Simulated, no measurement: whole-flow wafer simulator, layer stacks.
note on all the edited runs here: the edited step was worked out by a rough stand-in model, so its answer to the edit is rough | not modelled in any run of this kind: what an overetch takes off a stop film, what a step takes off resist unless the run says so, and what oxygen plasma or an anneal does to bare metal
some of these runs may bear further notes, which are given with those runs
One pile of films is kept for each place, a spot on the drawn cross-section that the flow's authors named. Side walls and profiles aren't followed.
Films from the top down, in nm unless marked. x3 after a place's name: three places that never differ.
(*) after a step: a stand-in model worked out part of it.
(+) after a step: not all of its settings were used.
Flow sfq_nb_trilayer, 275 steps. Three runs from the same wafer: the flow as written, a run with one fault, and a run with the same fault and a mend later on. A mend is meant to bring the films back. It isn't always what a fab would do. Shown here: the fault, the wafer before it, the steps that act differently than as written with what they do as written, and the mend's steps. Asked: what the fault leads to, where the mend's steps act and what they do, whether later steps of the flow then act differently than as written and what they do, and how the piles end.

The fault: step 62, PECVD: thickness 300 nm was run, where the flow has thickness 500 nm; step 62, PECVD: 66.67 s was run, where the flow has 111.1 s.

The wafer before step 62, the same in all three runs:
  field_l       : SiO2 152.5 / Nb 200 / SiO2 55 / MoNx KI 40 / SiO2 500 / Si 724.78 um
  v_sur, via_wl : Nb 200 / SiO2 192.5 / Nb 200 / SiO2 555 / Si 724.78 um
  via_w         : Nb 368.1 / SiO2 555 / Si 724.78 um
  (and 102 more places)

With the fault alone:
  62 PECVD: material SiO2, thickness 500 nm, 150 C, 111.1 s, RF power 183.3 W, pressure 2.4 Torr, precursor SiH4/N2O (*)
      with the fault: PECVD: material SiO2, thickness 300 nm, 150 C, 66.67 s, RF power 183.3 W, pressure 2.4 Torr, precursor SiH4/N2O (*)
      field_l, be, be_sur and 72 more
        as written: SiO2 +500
        with the fault: SiO2 +300
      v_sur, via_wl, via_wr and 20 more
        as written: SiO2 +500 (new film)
        with the fault: SiO2 +300 (new film)
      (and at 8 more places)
  Later steps of the flow that act differently than as written (18 more steps differ only slightly, by at most 2% or 0.5 nm, whichever is larger, and aren't shown):
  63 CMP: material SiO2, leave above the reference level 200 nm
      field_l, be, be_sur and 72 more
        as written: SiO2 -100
        with the fault: nothing
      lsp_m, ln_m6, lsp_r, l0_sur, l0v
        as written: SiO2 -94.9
        with the fault: nothing
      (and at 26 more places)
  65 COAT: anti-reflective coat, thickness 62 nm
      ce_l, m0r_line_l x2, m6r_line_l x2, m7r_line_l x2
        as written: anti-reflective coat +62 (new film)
        with the fault: anti-reflective coat +63.5 (new film)
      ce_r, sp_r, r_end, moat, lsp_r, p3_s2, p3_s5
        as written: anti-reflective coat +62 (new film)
        with the fault: anti-reflective coat +63.3 (new film)
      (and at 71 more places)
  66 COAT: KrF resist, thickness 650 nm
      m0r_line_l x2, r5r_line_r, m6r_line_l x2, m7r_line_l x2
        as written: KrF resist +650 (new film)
        with the fault: KrF resist +669.6 (new film)
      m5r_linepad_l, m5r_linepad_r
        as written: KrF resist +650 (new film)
        with the fault: KrF resist +627.6 (new film)
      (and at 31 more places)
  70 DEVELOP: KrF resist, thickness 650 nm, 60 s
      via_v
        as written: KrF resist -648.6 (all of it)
        with the fault: KrF resist -612.6 (all of it)
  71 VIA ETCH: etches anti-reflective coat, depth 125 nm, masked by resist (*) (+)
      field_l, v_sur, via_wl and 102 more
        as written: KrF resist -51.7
        with the fault: KrF resist -45
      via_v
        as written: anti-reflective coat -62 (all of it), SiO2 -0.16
        with the fault: anti-reflective coat -54 (all of it), SiO2 -0.13
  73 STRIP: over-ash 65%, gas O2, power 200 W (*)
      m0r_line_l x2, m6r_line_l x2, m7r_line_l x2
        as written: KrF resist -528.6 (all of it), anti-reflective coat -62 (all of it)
        with the fault: KrF resist -554.9 (all of it), anti-reflective coat -63.5 (all of it)
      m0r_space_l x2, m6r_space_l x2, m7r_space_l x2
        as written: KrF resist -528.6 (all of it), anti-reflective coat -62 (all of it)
        with the fault: KrF resist -547.1 (all of it), anti-reflective coat -75.6 (all of it)
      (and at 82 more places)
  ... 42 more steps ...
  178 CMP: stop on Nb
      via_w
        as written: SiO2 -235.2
        with the fault: SiO2 -226.5
  At the end the piles differ from the flow's by more than 2% or 0.5 nm, whichever is larger, at via_w.
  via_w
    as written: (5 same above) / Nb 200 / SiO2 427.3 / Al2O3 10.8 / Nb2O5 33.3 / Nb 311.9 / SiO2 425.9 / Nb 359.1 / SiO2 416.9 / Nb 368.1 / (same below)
    with the fault: (5 same above) / Nb 200 / SiO2 495.5 / Al2O3 10.1 / Nb2O5 34.6 / Nb 110.8 / SiO2 189.6 / Nb 161.3 / SiO2 344 / Nb 90.1 / SiO2 127 / Nb 172.5 / SiO2 249.8 / Nb 368.1 / (same below)

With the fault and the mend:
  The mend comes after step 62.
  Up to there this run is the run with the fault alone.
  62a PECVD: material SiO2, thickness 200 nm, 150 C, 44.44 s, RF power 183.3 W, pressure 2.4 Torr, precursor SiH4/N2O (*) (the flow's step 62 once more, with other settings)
      field_l, v_sur, via_wl and 102 more
        SiO2 +200
      via_w
        SiO2 +178.2
  Later steps of the flow that act differently than as written:
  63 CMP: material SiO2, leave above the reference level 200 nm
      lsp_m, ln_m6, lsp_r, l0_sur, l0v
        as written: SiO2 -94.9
        with the mend: SiO2 -100
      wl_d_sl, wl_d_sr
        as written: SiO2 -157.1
        with the mend: SiO2 -100
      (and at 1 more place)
  At the end the piles are the same as the flow's at every place that both follow.
